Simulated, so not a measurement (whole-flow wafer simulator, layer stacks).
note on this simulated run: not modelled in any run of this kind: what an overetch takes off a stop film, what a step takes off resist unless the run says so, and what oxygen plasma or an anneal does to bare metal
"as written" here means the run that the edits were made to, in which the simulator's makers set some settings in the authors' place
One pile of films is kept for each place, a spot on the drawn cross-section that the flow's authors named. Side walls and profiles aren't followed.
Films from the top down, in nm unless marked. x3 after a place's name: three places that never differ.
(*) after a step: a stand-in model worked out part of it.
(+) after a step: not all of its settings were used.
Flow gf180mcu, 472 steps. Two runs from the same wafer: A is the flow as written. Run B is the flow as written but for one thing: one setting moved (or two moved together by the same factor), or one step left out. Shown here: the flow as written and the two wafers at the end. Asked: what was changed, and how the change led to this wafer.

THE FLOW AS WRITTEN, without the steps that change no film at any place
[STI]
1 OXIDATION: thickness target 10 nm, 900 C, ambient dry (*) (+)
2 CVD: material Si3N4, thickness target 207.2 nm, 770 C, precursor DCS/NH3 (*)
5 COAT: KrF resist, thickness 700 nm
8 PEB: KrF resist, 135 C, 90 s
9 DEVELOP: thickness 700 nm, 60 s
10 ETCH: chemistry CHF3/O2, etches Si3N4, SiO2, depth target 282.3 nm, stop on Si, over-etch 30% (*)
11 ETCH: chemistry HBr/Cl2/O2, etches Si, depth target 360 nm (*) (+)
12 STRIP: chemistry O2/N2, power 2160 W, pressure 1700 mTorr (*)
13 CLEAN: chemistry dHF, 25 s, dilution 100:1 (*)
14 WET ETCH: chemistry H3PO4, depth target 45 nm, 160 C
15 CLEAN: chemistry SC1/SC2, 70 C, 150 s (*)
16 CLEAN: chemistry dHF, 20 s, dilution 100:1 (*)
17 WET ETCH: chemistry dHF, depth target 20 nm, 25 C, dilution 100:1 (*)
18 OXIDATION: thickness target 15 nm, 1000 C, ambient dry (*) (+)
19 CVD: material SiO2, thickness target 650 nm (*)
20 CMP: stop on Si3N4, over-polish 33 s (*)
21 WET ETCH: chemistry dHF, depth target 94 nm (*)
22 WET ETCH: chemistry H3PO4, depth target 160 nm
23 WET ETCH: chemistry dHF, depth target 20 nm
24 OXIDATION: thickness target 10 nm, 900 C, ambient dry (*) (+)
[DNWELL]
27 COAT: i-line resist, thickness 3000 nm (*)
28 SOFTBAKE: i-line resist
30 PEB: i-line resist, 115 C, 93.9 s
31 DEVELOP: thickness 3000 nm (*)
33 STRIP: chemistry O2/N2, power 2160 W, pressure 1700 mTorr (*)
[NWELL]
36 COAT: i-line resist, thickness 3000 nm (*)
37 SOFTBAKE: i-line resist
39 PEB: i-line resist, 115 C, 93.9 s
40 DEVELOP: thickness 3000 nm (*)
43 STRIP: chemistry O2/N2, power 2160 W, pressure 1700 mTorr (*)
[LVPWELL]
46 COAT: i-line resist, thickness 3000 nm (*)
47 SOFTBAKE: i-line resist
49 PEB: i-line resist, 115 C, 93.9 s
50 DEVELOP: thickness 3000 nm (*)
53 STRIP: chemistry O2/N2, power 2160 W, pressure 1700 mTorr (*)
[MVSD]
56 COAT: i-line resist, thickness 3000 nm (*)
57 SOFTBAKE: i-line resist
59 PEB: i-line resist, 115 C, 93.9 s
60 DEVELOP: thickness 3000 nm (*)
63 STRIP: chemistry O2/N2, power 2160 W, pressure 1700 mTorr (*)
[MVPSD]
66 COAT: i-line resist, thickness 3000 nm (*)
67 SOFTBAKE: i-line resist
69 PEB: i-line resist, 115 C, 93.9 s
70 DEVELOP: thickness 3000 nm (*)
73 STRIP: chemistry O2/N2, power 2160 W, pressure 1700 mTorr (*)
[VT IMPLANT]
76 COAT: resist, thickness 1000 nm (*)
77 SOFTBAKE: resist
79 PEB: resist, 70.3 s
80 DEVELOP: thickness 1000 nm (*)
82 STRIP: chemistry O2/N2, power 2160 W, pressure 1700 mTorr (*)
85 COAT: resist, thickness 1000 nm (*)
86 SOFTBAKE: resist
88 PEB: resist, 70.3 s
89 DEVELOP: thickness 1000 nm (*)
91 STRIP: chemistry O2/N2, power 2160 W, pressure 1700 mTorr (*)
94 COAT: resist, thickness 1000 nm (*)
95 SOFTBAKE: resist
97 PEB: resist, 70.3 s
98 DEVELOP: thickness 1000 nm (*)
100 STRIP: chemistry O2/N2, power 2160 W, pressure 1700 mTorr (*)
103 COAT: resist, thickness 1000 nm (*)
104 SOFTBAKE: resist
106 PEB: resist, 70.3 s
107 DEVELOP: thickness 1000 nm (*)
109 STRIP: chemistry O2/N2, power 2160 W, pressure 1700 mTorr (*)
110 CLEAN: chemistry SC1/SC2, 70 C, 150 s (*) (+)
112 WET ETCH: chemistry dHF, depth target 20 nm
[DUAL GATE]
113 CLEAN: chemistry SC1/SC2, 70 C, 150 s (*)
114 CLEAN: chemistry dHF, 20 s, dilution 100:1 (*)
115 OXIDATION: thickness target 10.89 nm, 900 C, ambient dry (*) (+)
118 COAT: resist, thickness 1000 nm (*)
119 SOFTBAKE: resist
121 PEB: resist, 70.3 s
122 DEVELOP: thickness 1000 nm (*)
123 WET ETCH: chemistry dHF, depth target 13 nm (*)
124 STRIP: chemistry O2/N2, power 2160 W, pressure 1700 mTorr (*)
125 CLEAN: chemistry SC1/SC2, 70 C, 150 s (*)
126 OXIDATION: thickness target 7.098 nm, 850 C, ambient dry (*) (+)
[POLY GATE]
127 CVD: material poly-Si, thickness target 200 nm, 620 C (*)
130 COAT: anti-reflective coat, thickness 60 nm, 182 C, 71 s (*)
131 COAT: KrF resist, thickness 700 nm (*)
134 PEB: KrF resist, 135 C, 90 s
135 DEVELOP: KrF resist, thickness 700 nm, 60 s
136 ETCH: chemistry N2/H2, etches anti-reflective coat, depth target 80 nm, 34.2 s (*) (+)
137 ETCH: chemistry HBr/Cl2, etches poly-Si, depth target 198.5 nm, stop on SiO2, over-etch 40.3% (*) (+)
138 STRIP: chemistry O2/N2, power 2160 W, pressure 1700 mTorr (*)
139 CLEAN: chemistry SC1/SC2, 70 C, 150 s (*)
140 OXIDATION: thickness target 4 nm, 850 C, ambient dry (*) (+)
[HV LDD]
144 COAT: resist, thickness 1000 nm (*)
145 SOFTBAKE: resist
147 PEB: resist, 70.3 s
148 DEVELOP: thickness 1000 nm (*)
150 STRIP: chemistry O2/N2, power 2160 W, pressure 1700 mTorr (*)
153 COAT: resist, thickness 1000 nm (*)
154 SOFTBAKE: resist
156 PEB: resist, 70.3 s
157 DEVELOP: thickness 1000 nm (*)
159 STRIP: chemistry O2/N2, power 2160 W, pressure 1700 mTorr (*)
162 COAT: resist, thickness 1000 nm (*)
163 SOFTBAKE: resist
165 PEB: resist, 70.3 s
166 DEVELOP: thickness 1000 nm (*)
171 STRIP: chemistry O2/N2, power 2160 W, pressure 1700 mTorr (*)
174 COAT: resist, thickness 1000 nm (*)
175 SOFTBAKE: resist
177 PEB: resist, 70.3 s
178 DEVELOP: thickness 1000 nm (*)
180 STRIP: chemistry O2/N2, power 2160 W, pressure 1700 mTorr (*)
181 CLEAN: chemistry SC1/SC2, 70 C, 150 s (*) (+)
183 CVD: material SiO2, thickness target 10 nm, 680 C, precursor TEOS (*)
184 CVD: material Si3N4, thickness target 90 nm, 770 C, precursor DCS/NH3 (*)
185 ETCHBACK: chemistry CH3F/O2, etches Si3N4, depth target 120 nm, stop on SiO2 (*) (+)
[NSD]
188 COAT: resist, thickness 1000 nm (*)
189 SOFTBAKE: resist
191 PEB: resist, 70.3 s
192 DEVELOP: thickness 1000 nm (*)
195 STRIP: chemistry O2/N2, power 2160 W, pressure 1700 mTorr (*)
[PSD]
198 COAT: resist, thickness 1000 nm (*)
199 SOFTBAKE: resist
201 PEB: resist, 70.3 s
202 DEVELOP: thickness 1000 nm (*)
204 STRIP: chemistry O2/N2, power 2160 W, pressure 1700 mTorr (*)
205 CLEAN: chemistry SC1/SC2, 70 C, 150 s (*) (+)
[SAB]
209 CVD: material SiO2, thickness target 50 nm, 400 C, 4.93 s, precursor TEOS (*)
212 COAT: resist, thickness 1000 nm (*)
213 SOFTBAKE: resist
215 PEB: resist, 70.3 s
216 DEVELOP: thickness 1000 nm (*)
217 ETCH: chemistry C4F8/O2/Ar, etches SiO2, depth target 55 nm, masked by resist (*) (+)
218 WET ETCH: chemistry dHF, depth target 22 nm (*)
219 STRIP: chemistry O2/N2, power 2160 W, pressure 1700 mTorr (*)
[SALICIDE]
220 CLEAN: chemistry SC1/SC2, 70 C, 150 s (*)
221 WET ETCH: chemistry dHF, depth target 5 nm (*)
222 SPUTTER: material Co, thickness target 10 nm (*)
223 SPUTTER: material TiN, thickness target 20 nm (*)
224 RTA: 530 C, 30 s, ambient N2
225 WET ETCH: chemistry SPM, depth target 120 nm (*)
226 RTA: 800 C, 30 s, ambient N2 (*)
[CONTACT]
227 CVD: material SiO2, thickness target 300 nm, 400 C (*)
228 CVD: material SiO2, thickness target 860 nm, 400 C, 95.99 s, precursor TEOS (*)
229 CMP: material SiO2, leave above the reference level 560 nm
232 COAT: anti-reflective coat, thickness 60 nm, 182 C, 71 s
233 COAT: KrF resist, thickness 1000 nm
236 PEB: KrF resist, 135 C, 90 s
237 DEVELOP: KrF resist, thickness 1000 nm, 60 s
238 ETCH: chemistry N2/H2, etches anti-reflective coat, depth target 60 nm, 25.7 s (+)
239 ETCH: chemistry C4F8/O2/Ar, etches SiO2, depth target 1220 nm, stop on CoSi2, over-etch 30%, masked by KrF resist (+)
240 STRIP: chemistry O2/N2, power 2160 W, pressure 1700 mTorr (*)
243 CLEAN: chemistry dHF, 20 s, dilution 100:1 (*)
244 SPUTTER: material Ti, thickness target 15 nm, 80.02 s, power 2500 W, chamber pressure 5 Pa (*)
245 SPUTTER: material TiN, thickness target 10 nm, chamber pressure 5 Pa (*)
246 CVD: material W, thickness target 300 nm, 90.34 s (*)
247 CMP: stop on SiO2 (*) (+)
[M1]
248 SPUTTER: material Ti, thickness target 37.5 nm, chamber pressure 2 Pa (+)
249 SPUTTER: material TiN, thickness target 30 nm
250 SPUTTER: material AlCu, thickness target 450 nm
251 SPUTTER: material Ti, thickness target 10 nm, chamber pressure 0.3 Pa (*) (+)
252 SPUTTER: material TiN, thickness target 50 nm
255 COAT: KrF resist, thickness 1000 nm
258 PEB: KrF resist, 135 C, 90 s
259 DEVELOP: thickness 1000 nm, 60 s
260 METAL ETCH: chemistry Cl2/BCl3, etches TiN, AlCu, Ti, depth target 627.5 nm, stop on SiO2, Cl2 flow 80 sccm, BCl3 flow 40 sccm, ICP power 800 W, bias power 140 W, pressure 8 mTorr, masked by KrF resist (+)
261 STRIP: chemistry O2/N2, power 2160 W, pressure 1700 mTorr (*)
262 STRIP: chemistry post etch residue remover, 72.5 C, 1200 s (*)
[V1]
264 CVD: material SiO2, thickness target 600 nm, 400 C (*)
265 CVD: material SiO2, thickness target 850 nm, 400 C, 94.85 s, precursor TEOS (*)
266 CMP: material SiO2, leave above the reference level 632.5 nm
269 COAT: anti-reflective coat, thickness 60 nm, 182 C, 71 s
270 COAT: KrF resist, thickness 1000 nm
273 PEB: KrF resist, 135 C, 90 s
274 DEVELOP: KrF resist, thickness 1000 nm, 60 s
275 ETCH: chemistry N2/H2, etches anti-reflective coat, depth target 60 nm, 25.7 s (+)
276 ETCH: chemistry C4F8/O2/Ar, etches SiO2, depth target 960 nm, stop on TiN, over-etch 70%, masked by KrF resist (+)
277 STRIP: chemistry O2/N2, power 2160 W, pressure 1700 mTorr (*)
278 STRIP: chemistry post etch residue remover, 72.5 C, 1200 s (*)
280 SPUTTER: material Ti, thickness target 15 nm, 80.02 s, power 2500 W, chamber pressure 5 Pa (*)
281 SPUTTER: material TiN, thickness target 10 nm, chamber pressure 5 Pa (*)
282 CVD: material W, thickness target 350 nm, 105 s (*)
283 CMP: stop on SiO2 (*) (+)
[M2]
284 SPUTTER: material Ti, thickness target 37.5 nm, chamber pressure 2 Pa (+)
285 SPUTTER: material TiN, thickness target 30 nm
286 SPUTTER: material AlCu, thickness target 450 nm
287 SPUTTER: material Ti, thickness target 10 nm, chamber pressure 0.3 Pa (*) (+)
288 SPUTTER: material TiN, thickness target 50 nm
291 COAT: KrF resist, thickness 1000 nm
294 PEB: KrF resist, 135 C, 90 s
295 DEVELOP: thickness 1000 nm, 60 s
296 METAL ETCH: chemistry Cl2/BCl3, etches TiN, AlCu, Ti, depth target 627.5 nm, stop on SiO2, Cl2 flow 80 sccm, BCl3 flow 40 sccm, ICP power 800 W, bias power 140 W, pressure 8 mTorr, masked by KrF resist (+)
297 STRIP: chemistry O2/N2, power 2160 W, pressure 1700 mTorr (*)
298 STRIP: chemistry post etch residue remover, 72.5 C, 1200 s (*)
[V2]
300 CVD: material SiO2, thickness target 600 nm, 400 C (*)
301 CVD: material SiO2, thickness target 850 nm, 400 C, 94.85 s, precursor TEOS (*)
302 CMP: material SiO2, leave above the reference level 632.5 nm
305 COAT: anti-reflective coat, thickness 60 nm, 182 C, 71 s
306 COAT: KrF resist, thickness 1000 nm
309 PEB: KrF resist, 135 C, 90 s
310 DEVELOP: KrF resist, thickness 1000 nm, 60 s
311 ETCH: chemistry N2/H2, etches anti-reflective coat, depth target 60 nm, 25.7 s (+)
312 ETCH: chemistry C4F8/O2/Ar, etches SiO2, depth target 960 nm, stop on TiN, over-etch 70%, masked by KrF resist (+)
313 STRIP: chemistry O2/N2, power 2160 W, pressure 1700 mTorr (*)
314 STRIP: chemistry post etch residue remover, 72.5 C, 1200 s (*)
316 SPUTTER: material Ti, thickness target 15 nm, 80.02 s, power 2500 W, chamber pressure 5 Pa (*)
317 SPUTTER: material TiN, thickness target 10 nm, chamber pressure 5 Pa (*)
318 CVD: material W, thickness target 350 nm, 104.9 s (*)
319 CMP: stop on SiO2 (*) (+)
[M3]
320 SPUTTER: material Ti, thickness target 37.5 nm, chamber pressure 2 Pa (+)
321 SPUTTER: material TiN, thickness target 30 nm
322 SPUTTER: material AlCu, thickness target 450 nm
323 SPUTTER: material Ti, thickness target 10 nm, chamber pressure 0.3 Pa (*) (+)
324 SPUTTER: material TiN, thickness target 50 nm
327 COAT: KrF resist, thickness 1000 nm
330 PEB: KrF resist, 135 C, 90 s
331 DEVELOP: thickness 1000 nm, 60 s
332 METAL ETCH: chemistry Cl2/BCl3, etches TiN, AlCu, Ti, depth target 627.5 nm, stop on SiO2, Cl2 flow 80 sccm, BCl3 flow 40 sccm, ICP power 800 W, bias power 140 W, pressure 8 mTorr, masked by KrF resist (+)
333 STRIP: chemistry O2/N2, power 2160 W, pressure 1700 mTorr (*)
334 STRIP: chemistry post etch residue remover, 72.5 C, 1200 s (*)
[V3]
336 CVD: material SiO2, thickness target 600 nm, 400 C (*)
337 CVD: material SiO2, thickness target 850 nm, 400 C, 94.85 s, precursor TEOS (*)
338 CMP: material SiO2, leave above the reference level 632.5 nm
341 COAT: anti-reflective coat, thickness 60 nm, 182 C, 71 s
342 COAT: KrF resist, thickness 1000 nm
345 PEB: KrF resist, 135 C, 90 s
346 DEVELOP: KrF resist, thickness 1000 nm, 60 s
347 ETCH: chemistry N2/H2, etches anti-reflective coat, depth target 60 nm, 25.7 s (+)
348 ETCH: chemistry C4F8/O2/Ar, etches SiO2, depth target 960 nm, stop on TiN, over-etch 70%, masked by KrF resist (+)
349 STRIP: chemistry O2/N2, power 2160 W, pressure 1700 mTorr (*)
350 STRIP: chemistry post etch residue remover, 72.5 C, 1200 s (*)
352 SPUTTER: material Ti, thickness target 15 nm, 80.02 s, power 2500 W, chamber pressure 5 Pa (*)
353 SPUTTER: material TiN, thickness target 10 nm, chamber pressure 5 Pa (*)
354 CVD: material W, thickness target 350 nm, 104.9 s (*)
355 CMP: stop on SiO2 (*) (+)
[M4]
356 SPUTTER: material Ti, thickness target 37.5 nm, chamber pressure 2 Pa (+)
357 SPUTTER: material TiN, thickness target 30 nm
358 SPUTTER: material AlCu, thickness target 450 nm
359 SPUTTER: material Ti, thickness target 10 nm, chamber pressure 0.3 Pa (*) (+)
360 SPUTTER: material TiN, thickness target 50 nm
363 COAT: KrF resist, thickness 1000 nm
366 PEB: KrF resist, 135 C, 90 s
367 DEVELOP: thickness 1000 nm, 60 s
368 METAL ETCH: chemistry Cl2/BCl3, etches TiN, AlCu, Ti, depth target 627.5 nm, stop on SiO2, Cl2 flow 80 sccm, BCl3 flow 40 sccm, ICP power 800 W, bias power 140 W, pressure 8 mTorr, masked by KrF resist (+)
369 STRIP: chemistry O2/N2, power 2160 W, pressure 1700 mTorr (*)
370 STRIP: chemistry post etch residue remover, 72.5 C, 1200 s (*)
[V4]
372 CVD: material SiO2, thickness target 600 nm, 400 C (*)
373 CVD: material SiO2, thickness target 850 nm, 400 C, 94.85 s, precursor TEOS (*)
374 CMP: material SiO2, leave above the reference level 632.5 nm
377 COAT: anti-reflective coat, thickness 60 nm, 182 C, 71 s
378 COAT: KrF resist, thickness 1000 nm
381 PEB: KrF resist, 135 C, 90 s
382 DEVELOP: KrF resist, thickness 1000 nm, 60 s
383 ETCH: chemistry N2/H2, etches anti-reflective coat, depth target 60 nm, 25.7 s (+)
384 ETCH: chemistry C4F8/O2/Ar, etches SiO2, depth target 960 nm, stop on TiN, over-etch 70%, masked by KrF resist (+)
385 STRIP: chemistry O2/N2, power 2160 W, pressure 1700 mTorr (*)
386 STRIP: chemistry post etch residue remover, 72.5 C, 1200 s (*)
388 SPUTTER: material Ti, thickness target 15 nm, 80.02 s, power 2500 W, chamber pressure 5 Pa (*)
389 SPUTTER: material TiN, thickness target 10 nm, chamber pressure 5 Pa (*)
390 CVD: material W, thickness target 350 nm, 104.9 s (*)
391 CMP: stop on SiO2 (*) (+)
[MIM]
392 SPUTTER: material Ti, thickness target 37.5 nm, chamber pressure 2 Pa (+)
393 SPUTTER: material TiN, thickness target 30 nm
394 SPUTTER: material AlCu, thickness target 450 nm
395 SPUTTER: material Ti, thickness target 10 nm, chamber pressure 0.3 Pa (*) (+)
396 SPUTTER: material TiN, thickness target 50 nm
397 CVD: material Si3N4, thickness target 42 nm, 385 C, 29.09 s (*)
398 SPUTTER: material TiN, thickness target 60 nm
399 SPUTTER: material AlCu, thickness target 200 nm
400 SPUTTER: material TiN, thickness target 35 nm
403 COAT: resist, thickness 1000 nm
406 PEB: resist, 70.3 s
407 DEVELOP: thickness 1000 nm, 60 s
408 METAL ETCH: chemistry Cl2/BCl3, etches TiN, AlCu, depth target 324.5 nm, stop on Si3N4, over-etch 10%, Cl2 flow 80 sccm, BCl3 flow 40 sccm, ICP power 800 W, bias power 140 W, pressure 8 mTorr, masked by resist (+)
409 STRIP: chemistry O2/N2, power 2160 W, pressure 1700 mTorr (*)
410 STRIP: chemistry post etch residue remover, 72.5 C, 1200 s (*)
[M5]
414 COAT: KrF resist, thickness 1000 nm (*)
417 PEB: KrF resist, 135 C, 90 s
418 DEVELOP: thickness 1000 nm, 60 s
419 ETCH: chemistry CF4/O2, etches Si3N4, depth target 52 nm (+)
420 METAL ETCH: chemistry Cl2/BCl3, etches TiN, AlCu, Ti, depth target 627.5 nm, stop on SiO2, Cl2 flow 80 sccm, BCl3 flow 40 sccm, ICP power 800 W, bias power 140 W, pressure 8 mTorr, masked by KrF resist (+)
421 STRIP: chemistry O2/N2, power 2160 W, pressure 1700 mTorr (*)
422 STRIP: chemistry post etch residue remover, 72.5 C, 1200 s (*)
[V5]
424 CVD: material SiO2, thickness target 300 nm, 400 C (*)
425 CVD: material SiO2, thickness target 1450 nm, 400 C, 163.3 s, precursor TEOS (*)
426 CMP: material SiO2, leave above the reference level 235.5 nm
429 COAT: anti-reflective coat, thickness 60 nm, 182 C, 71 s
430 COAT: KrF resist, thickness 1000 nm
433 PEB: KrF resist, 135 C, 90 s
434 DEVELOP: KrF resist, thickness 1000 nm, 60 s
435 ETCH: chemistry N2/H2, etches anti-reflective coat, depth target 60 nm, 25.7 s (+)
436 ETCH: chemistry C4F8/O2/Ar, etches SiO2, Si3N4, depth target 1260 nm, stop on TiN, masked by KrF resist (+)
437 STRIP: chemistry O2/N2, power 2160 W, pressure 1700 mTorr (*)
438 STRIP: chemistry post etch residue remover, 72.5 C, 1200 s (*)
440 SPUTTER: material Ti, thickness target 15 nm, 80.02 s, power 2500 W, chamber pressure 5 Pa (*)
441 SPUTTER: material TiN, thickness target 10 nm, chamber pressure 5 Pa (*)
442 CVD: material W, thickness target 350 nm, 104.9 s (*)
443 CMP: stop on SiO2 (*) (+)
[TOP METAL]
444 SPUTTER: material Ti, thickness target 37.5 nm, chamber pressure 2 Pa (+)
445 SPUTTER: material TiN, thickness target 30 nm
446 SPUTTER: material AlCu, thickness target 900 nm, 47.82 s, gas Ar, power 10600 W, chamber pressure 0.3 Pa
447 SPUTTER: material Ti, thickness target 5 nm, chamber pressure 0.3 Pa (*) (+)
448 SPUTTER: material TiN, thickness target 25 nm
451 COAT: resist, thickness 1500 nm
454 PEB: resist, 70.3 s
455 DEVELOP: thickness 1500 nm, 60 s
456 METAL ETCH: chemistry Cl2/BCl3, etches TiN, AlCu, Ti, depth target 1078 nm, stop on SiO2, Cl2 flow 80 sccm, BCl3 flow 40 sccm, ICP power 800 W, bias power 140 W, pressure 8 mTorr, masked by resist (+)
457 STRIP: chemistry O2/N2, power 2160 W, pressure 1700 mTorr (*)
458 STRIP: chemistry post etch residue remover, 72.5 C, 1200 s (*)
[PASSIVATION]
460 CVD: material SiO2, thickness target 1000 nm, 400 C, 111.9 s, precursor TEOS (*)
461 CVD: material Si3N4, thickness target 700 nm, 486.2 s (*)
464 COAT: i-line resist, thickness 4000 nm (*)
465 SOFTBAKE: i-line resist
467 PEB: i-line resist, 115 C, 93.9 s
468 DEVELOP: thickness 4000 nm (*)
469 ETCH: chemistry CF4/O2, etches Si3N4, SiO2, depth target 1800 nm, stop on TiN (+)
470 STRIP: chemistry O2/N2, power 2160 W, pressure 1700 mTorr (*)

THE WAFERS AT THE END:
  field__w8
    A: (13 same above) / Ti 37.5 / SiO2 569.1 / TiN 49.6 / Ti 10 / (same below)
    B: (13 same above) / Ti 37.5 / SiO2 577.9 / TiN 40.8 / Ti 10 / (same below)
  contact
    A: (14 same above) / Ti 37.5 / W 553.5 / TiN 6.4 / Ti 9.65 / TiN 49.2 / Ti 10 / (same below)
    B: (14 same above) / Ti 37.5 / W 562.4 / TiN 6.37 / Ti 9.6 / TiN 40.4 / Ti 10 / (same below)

The cause: step 360, SPUTTER: thickness target 41.2 nm was run, where the flow has thickness target 50 nm.

How the change led to this, step by step:
  360 SPUTTER: material TiN, thickness target 50 nm
      field, field__w1, field__w2 and 108 more: A TiN +50 (new film) | B TiN +41.2 (new film)
  368 METAL ETCH: chemistry Cl2/BCl3, etches TiN, AlCu, Ti, depth target 627.5 nm, stop on SiO2, Cl2 flow 80 sccm, BCl3 flow 40 sccm, ICP power 800 W, bias power 140 W, pressure 8 mTorr, masked by KrF resist (+)
      field, field__w1, field__w2 and 103 more: A TiN -50 (all of it), Ti -10 (all of it), AlCu -450 (all of it), TiN -30 (all of it), Ti -37.5 (all of it) | B TiN -41.2 (all of it), Ti -10 (all of it), AlCu -450 (all of it), TiN -30 (all of it), Ti -37.5 (all of it)
